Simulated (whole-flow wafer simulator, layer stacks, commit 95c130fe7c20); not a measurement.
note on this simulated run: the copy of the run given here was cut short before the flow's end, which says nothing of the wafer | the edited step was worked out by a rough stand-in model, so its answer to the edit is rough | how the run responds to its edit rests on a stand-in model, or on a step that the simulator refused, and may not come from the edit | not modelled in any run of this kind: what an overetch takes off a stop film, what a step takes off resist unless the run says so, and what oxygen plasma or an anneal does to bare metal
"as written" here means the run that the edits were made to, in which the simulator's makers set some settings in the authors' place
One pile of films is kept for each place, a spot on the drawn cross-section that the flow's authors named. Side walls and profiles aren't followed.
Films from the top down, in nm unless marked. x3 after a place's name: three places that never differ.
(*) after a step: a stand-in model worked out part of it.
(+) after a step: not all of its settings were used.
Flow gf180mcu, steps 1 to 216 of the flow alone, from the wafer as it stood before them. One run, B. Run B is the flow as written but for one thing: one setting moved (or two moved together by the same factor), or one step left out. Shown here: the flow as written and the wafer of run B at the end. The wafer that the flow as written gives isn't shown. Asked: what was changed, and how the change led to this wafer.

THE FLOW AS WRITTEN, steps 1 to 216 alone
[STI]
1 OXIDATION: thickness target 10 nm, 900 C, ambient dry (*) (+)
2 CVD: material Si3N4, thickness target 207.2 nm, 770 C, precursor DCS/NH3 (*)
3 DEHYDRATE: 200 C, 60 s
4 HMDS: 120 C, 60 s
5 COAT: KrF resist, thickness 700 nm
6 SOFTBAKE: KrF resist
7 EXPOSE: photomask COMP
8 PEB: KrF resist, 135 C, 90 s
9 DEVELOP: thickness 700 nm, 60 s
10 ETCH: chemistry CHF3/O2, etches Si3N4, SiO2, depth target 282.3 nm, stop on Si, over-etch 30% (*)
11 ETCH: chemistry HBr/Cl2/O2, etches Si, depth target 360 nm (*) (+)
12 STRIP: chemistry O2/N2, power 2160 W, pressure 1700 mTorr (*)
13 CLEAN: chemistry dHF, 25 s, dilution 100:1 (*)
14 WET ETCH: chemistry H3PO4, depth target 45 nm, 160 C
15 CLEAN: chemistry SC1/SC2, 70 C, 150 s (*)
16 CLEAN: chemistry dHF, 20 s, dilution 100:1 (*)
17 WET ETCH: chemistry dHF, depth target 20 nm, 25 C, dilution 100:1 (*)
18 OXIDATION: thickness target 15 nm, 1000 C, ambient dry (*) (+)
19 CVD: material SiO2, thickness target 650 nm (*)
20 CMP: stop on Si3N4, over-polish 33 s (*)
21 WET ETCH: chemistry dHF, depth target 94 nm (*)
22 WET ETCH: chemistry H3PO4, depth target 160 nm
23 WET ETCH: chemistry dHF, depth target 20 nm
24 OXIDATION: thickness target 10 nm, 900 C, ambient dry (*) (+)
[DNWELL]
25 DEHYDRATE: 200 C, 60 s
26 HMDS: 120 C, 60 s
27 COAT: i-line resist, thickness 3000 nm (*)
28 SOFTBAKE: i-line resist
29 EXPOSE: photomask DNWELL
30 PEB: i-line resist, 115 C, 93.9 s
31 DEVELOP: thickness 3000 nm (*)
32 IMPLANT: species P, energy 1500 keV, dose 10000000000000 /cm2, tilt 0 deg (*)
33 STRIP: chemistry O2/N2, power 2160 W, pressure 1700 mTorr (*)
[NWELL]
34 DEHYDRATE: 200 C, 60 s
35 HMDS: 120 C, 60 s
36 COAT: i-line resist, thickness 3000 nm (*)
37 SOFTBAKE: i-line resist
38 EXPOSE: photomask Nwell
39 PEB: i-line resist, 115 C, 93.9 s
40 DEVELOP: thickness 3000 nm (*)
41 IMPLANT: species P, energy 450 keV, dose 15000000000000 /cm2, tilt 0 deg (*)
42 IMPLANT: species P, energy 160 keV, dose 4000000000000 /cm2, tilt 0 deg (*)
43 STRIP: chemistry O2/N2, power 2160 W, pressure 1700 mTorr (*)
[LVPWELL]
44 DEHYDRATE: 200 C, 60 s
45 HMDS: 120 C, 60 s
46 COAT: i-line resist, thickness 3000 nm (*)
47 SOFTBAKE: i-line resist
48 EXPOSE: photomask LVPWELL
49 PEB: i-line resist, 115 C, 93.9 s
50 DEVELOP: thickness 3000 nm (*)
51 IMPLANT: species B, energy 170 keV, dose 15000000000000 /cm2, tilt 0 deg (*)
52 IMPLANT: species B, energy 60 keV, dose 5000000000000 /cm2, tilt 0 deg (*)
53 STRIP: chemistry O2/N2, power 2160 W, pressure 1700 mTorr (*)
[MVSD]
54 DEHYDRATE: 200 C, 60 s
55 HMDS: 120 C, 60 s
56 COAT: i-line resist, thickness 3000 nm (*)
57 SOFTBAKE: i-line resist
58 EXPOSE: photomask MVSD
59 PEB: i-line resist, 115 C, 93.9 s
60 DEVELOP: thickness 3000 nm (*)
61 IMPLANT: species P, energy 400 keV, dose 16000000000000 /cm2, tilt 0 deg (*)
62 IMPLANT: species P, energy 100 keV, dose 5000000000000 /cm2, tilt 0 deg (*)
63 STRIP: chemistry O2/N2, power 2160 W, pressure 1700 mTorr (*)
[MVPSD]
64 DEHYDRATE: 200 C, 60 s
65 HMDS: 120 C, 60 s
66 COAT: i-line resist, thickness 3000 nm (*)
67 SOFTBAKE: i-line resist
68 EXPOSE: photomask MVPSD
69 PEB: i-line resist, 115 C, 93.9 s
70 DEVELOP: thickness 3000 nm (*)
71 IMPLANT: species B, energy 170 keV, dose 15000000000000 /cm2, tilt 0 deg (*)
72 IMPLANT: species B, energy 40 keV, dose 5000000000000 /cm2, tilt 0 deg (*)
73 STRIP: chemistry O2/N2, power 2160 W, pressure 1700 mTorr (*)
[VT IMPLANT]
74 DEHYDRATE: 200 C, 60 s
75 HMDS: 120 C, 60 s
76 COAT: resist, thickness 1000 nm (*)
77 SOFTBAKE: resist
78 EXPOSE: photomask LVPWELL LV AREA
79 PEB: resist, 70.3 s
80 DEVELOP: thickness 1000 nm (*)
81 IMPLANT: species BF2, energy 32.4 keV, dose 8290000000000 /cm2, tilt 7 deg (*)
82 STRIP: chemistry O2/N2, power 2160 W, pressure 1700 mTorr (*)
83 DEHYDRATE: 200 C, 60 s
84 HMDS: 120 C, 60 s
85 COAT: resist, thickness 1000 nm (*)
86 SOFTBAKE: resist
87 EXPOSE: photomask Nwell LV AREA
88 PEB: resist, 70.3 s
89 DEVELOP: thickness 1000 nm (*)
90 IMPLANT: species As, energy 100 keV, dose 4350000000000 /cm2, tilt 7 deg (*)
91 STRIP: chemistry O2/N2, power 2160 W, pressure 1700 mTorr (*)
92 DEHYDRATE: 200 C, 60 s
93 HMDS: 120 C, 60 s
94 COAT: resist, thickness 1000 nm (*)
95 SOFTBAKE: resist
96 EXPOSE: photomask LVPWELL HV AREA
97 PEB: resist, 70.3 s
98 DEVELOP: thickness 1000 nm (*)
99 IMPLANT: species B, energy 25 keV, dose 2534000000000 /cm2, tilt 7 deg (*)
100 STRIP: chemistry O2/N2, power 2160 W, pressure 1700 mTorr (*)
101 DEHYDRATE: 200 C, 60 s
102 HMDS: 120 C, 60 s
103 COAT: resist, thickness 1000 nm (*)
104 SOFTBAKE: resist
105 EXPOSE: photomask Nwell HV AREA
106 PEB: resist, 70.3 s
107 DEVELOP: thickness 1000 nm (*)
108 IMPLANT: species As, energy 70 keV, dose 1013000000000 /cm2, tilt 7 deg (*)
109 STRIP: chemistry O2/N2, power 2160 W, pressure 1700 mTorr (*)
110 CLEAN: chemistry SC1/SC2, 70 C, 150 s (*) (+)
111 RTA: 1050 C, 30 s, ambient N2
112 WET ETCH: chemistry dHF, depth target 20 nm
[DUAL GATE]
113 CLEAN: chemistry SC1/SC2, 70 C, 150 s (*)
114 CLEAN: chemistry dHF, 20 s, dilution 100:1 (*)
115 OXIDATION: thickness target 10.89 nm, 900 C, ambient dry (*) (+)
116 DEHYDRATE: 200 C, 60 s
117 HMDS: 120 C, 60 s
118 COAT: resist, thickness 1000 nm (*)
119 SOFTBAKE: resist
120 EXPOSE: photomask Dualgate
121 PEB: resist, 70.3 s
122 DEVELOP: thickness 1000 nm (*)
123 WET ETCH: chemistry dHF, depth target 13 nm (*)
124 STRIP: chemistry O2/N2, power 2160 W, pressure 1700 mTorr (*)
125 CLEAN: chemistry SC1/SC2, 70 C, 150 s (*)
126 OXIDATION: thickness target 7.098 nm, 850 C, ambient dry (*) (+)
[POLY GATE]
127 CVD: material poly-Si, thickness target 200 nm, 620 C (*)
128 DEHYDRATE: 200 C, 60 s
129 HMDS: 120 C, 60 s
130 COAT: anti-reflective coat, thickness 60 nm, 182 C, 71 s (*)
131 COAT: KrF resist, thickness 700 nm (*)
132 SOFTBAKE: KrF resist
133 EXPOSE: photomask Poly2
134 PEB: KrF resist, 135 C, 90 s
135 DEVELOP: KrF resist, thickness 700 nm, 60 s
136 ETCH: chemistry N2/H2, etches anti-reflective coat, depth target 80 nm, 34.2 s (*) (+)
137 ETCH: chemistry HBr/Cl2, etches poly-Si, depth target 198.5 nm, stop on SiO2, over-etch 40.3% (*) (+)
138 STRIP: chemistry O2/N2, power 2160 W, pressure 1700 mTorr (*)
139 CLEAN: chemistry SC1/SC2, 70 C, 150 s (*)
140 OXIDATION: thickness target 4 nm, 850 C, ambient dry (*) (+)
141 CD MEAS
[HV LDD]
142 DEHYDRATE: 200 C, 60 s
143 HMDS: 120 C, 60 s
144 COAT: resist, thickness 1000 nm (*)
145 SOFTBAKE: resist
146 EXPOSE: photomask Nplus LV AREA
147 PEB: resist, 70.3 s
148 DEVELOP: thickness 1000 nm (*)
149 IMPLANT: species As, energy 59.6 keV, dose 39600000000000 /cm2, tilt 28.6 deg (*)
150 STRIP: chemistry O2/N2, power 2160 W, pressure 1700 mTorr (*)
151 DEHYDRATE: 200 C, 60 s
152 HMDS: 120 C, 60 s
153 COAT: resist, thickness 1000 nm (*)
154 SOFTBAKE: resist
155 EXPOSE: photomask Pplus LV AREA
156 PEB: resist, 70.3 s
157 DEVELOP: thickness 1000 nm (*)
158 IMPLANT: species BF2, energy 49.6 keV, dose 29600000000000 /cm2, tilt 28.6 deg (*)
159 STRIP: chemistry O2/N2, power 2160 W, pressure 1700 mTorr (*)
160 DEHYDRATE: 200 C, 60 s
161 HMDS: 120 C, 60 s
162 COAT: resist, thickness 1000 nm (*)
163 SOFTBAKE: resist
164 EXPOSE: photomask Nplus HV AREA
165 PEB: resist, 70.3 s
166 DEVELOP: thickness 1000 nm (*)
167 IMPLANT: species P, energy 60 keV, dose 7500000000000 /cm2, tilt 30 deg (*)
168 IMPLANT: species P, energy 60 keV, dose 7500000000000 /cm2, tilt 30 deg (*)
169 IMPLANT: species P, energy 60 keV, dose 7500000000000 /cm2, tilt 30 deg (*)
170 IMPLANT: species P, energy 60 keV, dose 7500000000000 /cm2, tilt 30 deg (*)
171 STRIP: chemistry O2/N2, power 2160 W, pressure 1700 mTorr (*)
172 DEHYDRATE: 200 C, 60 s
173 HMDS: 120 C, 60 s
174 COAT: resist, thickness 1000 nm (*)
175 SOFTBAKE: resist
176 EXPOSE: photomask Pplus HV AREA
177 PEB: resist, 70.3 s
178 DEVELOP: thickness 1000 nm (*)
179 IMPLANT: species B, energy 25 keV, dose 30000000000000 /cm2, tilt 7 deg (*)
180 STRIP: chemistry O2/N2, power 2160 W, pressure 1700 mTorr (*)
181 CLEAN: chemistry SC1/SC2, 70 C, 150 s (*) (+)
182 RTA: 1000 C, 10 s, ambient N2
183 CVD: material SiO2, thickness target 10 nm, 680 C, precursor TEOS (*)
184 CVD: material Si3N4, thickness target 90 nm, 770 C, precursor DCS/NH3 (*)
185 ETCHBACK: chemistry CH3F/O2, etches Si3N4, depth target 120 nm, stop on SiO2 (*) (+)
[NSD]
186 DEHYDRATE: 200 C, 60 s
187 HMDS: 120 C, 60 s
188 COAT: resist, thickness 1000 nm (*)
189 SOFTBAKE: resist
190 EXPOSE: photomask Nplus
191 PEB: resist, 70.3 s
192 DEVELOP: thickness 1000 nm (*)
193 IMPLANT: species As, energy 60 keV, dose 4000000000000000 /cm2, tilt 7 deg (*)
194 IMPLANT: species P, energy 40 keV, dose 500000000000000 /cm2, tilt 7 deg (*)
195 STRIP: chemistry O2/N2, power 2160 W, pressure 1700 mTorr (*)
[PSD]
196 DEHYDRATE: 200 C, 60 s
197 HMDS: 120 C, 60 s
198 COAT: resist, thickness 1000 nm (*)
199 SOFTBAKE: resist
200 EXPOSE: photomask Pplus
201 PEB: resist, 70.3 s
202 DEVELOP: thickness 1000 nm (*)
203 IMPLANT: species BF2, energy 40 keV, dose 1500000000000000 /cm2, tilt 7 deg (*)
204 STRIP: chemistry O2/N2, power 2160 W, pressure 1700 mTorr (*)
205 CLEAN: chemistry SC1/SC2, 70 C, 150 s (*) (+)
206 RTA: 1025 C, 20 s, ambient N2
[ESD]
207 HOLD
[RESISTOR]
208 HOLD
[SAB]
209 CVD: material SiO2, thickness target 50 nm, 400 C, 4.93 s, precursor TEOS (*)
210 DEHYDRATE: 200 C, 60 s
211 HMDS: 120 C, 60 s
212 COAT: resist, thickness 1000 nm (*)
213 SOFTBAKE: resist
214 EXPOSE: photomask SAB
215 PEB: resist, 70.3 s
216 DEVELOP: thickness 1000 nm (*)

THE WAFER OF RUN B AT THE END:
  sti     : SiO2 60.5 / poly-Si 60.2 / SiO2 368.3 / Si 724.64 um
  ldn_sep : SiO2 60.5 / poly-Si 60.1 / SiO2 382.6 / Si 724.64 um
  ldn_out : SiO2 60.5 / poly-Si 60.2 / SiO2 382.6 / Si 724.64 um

The cause: step 137, ETCH: depth target 97.3 nm was run, where the flow has depth target 198.5 nm.

How the change led to this, step by step:
  137 ETCH: chemistry HBr/Cl2, etches poly-Si, depth target 198.5 nm, stop on SiO2, over-etch 40.3% (*) (+)
      field__w3, field__w12, field_sub and 14 more: poly-Si -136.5 (as written it would be: poly-Si -199 (all of it), SiO2 -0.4)
      field__w6, sti, m1 and 11 more: poly-Si -136.5 (as written it would be: poly-Si -198.8 (all of it), SiO2 -0.4)
      (and at 61 more places)
  138 STRIP: chemistry O2/N2, power 2160 W, pressure 1700 mTorr (*)
      field, field__w1, field__w2 and 61 more: chemical SiO2 +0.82 (new film), poly-Si -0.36 (as written it would be: nothing)
      gate: chemical SiO2 +0.67 (new film), KrF resist -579 (all of it), anti-reflective coat -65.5 (all of it), poly-Si -0.3 (as written it would be: chemical SiO2 +0.68 (new film), KrF resist -531.7 (all of it), anti-reflective coat -65.5 (all of it), poly-Si -0.3)
      (and at 27 more places)
  139 CLEAN: chemistry SC1/SC2, 70 C, 150 s (*)
      field, field__w1, field__w2 and 34 more: chemical SiO2 -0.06, poly-Si -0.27 (as written it would be: SiO2 -0.68)
  140 OXIDATION: thickness target 4 nm, 850 C, ambient dry (*) (+)
      field, field__w1, field__w2 and 21 more: SiO2 +4 (new film), chemical SiO2 -0.76 (all of it), poly-Si -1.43 (as written it would be: SiO2 +0.15, Si -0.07)
      active_hv, active_nat, ld_sd_n and 11 more: SiO2 +4 (new film), chemical SiO2 -0.76 (all of it), poly-Si -1.43 (as written it would be: SiO2 +0.96, Si -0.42)
      (and at 26 more places)
  144 COAT: resist, thickness 1000 nm (*)
      gate: resist +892 (new film) (as written it would be: resist +837.3 (new film))
      gate_hv: resist +894.7 (new film) (as written it would be: resist +845.4 (new film))
      (and at 27 more places)
  145 SOFTBAKE: resist
      nw_enc_fld_lv__w3: resist -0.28 (as written it would be: resist +2.63)
      field__w1: resist +2.6 (as written it would be: resist +4.19)
      (and at 66 more places)
  147 PEB: resist, 70.3 s
      gate, gate_hv, gate_p_hv, npoly_u: resist -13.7 (as written it would be: resist -12.7)
      polyc_n, polyc_n_rim, polyc_p, polyc_p_rim: resist -13.3 (as written it would be: resist -12.2)
      (and at 22 more places)
  148 DEVELOP: thickness 1000 nm (*)
      gate: resist -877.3 (all of it) (as written it would be: resist -822.7 (all of it))
      npoly_u: resist -874.1 (all of it) (as written it would be: resist -821.5 (all of it))
      (and at 3 more places)
  150 STRIP: chemistry O2/N2, power 2160 W, pressure 1700 mTorr (*)
      gate_hv: resist -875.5 (all of it) (as written it would be: resist -824.2 (all of it))
      gate_p: resist -881.4 (all of it) (as written it would be: resist -828.7 (all of it))
      (and at 21 more places)
  153 COAT: resist, thickness 1000 nm (*)
      gate: resist +892 (new film) (as written it would be: resist +837.3 (new film))
      gate_hv: resist +894.7 (new film) (as written it would be: resist +845.4 (new film))
      (and at 27 more places)
  154 SOFTBAKE: resist
      nw_enc_fld_lv__w3: resist -0.28 (as written it would be: resist +2.63)
      field__w1: resist +2.6 (as written it would be: resist +4.19)
      (and at 66 more places)
  156 PEB: resist, 70.3 s
      gate, gate_hv, gate_p_hv, npoly_u: resist -13.7 (as written it would be: resist -12.7)
      polyc_n, polyc_n_rim, polyc_p, polyc_p_rim: resist -13.3 (as written it would be: resist -12.2)
      (and at 22 more places)
  157 DEVELOP: thickness 1000 nm (*)
      gate_p: resist -881.4 (all of it) (as written it would be: resist -828.7 (all of it))
      ppoly_u: resist -877.8 (all of it) (as written it would be: resist -827 (all of it))
      (and at 3 more places)
  159 STRIP: chemistry O2/N2, power 2160 W, pressure 1700 mTorr (*)
      gate: resist -877.3 (all of it) (as written it would be: resist -822.7 (all of it))
      gate_hv: resist -875.5 (all of it) (as written it would be: resist -824.2 (all of it))
      (and at 21 more places)
  162 COAT: resist, thickness 1000 nm (*)
      gate: resist +892 (new film) (as written it would be: resist +837.3 (new film))
      gate_hv: resist +894.7 (new film) (as written it would be: resist +845.4 (new film))
      (and at 27 more places)
  163 SOFTBAKE: resist
      nw_enc_fld_lv__w3: resist -0.28 (as written it would be: resist +2.63)
      field__w1: resist +2.6 (as written it would be: resist +4.19)
      (and at 66 more places)
  ... 22 more steps ...
  216 DEVELOP: thickness 1000 nm (*)
      field_sub__w3: resist -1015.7 (all of it) (as written it would be: resist -1036.7 (all of it))
      field_sub__w4: resist -1022.5 (all of it) (as written it would be: resist -1048 (all of it))
      (and at 32 more places)
